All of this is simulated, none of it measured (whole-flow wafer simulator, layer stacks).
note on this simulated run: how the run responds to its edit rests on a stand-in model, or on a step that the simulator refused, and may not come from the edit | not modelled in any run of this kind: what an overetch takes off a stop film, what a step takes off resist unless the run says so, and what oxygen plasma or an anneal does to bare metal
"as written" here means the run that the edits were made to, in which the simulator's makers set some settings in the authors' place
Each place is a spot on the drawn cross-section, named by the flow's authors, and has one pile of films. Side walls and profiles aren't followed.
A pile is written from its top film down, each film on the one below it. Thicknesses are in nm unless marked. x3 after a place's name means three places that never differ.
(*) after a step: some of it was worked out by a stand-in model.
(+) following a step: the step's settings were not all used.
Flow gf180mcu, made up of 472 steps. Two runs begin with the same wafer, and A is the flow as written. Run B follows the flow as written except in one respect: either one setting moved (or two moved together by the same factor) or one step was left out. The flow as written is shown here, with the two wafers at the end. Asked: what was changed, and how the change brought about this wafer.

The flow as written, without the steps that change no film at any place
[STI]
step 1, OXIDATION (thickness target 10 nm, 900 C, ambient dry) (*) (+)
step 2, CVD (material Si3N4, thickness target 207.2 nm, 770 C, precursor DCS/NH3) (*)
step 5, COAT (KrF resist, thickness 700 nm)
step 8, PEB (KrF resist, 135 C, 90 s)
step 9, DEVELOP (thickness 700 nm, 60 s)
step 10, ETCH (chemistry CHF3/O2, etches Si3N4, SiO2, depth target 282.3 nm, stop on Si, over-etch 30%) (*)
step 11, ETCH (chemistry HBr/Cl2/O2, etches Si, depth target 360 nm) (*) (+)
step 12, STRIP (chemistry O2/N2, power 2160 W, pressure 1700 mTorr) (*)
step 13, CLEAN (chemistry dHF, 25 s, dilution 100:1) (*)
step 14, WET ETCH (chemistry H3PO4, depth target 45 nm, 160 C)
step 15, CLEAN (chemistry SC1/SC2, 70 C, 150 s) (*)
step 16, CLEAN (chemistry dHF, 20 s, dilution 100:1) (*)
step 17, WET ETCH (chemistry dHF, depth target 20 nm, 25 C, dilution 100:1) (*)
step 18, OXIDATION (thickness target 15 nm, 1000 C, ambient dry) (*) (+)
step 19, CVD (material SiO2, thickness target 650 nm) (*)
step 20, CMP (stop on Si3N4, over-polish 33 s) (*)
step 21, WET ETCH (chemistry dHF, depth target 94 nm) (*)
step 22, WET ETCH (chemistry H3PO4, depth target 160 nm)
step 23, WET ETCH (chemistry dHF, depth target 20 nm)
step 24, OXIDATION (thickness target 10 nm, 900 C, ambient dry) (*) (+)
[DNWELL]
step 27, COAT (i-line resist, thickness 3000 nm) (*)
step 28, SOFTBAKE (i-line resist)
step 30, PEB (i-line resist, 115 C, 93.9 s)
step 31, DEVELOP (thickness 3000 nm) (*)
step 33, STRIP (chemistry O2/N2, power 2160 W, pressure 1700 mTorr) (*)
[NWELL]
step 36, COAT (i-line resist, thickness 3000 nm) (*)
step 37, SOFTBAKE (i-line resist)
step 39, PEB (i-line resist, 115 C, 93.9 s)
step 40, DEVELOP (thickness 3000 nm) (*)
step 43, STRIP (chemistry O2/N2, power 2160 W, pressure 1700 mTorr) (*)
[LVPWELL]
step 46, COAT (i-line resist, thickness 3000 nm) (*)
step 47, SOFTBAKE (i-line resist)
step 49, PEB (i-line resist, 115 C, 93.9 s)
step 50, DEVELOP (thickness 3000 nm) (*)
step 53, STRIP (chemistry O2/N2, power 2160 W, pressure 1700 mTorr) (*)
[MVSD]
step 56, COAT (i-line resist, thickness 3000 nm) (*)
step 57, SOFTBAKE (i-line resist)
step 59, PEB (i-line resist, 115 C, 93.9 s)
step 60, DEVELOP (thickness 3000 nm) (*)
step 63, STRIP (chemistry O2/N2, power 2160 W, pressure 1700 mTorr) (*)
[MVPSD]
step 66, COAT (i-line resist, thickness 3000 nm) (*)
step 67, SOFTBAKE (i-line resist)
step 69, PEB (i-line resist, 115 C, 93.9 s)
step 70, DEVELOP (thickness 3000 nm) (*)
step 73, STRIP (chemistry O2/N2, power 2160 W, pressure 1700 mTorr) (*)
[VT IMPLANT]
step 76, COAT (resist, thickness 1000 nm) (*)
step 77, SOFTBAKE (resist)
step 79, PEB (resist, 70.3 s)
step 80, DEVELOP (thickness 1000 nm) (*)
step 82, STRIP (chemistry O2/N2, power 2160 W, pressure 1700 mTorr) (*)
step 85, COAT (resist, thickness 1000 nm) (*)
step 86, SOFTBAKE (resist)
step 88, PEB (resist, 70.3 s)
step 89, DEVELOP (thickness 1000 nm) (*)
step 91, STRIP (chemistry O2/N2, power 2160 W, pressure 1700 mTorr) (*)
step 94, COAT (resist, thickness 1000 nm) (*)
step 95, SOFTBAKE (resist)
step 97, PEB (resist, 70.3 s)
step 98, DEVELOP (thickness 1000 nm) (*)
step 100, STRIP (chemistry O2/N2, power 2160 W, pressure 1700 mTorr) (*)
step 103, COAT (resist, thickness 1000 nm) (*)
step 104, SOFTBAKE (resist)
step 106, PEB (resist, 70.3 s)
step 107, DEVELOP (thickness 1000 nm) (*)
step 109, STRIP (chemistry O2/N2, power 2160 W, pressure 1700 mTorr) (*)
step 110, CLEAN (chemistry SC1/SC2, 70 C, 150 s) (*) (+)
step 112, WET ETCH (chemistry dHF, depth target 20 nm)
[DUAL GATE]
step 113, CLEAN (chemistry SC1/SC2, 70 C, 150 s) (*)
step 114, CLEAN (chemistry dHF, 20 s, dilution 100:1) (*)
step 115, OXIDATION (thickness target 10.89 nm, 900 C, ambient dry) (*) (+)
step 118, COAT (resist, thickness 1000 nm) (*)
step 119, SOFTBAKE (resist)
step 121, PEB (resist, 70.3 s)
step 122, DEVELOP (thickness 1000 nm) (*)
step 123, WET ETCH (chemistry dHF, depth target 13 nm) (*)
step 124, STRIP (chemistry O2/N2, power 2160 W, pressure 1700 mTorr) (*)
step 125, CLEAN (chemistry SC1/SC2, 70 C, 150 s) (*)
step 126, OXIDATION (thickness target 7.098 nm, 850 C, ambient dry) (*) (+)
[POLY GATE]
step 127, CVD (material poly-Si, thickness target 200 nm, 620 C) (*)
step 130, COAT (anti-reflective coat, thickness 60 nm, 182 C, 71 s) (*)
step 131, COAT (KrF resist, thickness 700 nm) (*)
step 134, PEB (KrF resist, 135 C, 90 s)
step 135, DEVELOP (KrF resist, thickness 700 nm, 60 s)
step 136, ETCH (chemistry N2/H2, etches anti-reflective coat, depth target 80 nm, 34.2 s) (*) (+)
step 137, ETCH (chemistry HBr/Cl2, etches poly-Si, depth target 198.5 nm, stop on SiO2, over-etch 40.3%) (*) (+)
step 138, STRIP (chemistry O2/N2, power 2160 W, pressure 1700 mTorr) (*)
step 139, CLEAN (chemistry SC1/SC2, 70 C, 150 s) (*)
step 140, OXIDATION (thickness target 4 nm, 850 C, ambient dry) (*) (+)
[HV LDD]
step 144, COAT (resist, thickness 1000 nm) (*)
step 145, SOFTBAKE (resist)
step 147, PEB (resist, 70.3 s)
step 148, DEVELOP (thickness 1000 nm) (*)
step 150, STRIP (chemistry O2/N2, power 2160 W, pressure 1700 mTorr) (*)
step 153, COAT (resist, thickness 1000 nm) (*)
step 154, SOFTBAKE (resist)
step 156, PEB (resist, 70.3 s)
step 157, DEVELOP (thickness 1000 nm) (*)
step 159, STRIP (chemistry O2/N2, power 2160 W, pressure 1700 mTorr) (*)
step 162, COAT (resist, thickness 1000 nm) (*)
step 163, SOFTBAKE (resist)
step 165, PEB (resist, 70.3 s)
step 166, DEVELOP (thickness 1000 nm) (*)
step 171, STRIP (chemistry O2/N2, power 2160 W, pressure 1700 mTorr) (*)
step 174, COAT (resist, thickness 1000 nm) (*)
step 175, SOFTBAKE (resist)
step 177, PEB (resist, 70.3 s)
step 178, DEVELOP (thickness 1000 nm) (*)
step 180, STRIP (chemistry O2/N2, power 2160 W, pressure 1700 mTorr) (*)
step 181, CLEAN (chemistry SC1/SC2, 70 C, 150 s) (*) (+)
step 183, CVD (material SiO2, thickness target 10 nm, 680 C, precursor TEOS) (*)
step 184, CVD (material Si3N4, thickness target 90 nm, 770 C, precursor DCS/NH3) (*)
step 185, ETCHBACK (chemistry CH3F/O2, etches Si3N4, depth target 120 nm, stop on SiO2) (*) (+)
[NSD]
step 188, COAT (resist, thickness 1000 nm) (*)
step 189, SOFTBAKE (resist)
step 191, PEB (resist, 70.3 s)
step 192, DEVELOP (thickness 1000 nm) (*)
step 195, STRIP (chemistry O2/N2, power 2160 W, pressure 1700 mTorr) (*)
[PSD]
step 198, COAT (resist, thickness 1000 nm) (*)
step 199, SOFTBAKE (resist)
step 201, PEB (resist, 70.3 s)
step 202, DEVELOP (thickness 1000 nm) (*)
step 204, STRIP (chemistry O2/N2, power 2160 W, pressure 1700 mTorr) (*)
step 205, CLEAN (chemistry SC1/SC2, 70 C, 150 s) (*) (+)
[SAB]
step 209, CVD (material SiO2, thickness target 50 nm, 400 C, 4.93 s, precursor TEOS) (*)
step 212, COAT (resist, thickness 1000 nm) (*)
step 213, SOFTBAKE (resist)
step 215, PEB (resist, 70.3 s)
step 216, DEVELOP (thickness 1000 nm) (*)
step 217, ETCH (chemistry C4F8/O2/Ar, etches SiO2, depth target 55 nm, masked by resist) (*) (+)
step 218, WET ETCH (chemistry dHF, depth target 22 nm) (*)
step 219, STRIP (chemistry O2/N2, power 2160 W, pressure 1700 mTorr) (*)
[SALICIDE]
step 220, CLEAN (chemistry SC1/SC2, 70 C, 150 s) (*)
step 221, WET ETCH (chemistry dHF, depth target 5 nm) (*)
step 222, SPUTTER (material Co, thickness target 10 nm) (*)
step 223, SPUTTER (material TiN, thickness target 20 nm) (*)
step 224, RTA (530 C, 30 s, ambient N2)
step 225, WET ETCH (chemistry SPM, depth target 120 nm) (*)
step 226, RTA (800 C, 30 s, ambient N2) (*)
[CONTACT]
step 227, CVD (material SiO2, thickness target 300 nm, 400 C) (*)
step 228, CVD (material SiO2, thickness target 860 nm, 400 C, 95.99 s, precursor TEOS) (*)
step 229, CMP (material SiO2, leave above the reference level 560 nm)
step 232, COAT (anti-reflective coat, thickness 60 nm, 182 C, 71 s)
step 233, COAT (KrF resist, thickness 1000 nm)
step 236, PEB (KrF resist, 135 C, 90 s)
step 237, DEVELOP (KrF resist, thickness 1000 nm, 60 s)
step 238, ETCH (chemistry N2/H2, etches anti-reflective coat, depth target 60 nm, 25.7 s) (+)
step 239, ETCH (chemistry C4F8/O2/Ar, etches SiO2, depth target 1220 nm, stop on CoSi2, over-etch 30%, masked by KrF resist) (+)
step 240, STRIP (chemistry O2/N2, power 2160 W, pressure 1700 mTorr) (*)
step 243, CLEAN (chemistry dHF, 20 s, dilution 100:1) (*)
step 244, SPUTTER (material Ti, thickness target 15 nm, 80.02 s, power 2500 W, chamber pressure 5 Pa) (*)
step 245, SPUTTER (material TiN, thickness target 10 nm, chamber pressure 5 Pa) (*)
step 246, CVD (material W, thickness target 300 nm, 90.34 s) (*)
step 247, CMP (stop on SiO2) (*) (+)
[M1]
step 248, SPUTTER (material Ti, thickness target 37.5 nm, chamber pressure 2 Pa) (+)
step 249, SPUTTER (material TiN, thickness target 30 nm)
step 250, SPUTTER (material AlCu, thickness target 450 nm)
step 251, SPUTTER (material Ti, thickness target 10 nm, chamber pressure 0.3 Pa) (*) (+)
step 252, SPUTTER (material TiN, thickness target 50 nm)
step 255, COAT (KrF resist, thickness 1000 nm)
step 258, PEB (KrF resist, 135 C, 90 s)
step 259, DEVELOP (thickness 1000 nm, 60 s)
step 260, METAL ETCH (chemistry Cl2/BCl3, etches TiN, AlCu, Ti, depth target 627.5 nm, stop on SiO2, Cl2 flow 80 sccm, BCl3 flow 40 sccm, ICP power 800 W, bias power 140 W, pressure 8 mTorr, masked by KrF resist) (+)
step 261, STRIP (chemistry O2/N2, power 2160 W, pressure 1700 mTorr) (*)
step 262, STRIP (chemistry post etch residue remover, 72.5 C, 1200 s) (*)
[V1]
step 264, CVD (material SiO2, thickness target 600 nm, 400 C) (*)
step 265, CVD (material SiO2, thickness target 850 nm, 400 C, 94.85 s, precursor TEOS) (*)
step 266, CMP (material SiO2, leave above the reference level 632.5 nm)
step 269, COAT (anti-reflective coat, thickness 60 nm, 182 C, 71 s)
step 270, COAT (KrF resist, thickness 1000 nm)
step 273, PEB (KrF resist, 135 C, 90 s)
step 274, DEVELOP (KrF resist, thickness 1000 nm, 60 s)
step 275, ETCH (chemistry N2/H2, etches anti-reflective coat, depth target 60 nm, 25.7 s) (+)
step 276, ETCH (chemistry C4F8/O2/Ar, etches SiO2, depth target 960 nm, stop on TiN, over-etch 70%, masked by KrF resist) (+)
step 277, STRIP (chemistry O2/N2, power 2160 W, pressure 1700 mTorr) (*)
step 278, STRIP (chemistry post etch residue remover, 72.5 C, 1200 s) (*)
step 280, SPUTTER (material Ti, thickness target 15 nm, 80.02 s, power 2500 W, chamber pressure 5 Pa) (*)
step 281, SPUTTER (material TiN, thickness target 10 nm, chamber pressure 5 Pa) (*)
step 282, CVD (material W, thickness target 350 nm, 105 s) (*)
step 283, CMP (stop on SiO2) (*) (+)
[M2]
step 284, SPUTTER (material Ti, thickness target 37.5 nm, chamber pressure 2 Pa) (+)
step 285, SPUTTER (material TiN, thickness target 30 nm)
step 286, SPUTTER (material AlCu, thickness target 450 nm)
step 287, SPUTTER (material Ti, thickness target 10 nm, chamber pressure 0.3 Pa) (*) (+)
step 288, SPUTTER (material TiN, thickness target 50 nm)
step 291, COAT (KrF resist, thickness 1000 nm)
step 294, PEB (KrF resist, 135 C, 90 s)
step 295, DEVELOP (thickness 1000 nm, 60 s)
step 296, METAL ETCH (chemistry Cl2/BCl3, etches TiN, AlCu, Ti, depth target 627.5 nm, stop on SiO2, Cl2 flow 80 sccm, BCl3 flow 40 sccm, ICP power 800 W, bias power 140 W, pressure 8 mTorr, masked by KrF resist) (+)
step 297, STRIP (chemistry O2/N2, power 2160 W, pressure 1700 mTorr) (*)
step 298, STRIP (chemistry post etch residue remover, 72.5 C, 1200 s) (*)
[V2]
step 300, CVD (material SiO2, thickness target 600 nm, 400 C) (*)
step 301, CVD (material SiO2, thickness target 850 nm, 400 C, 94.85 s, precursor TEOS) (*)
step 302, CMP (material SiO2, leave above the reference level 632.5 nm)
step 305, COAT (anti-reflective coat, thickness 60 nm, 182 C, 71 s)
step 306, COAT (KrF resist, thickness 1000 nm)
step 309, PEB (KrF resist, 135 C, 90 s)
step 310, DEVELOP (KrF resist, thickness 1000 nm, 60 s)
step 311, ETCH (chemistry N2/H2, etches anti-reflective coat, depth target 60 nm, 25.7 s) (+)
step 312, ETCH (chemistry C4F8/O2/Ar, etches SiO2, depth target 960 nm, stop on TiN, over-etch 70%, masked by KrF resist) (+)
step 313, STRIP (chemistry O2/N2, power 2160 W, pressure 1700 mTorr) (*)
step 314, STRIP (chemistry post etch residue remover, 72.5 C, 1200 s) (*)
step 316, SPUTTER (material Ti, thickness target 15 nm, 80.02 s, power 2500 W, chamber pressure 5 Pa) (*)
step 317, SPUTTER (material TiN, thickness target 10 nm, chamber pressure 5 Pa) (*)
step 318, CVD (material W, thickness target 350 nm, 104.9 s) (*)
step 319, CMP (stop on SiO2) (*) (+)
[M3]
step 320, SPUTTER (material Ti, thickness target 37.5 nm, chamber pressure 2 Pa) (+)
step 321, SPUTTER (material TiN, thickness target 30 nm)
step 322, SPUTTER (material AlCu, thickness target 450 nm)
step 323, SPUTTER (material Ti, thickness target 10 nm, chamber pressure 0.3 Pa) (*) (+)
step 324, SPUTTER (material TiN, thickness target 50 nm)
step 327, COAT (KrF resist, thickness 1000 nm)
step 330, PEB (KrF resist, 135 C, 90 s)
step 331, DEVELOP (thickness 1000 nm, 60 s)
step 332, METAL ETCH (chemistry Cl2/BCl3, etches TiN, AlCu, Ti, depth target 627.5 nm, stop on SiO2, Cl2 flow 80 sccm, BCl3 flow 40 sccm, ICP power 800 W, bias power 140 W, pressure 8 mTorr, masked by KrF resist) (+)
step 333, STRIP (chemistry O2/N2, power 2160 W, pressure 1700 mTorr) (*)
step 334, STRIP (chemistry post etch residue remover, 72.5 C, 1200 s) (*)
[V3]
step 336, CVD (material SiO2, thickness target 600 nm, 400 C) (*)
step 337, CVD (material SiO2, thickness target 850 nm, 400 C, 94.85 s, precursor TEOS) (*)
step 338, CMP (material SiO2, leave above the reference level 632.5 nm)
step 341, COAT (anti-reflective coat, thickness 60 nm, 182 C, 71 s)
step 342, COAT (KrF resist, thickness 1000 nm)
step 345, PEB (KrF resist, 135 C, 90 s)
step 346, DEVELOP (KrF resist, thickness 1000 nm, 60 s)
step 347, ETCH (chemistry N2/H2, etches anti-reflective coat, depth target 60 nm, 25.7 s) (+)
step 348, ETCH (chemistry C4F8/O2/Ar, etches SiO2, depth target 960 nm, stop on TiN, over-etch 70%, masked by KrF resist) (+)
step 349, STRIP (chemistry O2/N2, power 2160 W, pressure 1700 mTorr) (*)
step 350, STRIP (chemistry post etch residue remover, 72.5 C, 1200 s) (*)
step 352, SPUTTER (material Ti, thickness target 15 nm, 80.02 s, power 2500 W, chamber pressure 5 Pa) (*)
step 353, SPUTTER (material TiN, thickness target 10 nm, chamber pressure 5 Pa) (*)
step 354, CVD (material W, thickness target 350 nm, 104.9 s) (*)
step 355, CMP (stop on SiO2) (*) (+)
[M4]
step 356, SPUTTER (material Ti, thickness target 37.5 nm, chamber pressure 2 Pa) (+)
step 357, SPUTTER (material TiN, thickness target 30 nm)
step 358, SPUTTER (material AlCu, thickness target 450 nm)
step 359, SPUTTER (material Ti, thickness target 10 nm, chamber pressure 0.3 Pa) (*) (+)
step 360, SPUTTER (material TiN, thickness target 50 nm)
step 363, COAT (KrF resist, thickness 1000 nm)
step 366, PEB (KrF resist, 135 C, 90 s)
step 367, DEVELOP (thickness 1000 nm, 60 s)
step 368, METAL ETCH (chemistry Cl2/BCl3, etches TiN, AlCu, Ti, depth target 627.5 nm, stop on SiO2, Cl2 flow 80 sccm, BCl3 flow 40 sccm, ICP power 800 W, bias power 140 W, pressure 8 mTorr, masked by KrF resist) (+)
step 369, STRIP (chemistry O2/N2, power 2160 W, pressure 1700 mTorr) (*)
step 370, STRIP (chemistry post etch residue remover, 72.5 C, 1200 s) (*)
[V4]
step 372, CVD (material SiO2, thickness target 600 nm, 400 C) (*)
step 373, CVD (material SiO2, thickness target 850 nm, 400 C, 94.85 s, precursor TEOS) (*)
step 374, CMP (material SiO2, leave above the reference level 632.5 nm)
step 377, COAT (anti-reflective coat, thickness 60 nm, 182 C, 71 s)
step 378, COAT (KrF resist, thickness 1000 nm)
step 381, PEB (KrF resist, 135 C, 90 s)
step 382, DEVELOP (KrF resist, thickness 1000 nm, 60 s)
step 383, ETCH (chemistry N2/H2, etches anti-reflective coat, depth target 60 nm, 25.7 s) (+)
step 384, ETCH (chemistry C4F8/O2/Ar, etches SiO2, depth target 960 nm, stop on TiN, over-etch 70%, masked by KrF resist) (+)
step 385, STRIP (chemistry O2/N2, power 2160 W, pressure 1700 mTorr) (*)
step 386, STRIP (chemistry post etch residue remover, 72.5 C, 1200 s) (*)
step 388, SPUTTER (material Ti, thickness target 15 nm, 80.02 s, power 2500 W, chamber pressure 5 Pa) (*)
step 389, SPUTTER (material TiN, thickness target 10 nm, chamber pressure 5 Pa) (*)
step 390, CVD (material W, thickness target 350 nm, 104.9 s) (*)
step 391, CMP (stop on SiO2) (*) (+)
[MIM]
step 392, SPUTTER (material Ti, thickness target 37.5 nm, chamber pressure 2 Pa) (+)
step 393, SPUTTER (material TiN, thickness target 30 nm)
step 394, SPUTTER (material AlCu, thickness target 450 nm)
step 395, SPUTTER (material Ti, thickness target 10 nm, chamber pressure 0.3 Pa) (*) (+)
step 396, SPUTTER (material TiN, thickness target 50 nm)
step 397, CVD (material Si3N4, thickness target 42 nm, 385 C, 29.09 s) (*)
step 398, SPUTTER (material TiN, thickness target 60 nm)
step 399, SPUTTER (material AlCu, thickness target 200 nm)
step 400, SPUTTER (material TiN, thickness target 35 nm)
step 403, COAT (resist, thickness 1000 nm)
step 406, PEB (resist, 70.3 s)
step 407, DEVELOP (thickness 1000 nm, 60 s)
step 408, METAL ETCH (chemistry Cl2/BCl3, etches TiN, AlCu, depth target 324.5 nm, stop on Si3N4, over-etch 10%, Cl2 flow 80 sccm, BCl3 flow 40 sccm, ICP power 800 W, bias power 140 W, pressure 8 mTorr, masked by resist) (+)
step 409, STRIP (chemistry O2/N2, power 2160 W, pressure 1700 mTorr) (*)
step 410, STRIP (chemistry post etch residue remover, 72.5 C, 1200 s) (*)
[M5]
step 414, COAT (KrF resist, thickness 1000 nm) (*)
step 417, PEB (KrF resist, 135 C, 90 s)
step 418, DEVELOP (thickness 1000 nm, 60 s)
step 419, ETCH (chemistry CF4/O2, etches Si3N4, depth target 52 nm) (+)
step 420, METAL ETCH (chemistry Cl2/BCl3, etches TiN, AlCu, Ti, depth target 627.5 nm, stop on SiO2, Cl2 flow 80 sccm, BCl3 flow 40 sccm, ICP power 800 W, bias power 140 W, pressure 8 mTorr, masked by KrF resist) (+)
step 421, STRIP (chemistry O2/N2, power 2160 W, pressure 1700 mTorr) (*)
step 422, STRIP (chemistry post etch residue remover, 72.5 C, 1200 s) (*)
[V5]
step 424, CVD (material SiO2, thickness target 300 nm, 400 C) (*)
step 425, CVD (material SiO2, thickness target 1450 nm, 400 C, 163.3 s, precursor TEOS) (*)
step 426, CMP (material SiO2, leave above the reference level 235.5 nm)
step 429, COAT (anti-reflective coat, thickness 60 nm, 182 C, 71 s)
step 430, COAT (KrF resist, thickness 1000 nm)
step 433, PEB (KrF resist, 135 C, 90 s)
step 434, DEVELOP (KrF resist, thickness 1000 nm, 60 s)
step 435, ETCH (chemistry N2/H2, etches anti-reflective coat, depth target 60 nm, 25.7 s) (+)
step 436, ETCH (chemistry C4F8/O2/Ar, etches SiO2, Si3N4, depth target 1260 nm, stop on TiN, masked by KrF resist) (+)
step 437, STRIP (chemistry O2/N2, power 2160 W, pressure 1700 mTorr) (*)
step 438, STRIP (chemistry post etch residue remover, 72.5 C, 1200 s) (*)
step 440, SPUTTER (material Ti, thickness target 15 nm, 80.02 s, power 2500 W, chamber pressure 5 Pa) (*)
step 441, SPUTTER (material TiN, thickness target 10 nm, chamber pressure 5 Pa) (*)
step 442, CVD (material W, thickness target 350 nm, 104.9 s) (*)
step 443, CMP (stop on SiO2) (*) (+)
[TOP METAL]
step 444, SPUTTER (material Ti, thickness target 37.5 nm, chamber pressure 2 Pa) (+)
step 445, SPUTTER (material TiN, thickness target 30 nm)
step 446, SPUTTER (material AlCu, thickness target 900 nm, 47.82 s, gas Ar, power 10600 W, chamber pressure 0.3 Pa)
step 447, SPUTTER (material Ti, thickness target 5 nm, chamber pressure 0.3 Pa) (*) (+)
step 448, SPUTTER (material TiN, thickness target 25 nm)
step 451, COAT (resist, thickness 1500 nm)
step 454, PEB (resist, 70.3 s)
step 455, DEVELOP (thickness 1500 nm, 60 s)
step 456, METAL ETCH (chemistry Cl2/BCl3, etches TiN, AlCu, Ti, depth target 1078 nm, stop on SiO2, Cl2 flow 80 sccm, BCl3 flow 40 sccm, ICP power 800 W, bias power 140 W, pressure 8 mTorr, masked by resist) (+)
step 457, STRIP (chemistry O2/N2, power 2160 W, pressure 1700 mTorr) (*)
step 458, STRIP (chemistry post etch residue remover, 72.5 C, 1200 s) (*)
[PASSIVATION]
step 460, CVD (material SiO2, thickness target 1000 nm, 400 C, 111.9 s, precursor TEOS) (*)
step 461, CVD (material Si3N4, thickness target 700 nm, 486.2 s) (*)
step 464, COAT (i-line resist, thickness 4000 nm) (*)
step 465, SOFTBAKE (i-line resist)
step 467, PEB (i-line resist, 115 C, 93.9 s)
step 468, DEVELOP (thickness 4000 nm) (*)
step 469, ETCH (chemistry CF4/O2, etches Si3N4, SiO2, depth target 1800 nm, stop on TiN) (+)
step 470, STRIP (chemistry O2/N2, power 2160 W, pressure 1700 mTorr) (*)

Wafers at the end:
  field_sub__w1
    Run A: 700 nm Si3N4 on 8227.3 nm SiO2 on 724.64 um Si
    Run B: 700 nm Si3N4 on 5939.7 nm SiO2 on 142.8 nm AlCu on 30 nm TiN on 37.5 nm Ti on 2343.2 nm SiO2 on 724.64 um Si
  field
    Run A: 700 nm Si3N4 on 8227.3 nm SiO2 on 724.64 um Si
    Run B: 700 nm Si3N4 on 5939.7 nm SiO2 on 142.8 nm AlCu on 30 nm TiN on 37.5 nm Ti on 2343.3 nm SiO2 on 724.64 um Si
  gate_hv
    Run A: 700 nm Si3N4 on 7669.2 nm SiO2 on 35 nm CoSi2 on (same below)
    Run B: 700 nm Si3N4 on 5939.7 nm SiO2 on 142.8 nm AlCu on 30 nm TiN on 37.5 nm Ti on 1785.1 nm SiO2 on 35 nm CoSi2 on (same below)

The reason: step 286, SPUTTER: thickness target 716 nm was run, while the flow as written has thickness target 450 nm.

How this came from the change, step by step:
  step 286, SPUTTER (material AlCu, thickness target 450 nm)
      field, field__w1, field__w2 and 108 more: A AlCu gains 450 (new film) | B AlCu gains 716 (new film)
  step 296, METAL ETCH (chemistry Cl2/BCl3, etches TiN, AlCu, Ti, depth target 627.5 nm, stop on SiO2, Cl2 flow 80 sccm, BCl3 flow 40 sccm, ICP power 800 W, bias power 140 W, pressure 8 mTorr, masked by KrF resist) (+)
      field, field__w1, field__w2 and 103 more: A TiN loses 50 (all of it), Ti loses 10 (all of it), AlCu loses 450 (all of it), TiN loses 30 (all of it), Ti loses 37.5 (all of it) | B TiN loses 50 (all of it), Ti loses 10 (all of it), AlCu loses 567.5
  step 298, STRIP (chemistry post etch residue remover, 72.5 C, 1200 s) (*)
      field, field__w1, field__w2 and 103 more: A nothing | B AlCu loses 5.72
  step 300, CVD (material SiO2, thickness target 600 nm, 400 C) (*)
      field, field__w1, field__w2 and 103 more: A SiO2 gains 600 | B SiO2 gains 600 (new film)
  step 302, CMP (material SiO2, leave above the reference level 632.5 nm)
      field, field__w1, field__w2 and 103 more: A SiO2 loses 300 | B SiO2 loses 244.3
Taking metal films that touch as one body, field_sub__w1 has 1 body; the flow as written gives 0 bodies.
Taking metal films that touch as one body, field has 1 body; the flow as written gives 0 bodies.
Taking metal films that touch as one body, gate_hv has 2 bodies (between them, from the top down: SiO2 1785.1); the flow as written gives 1 body.
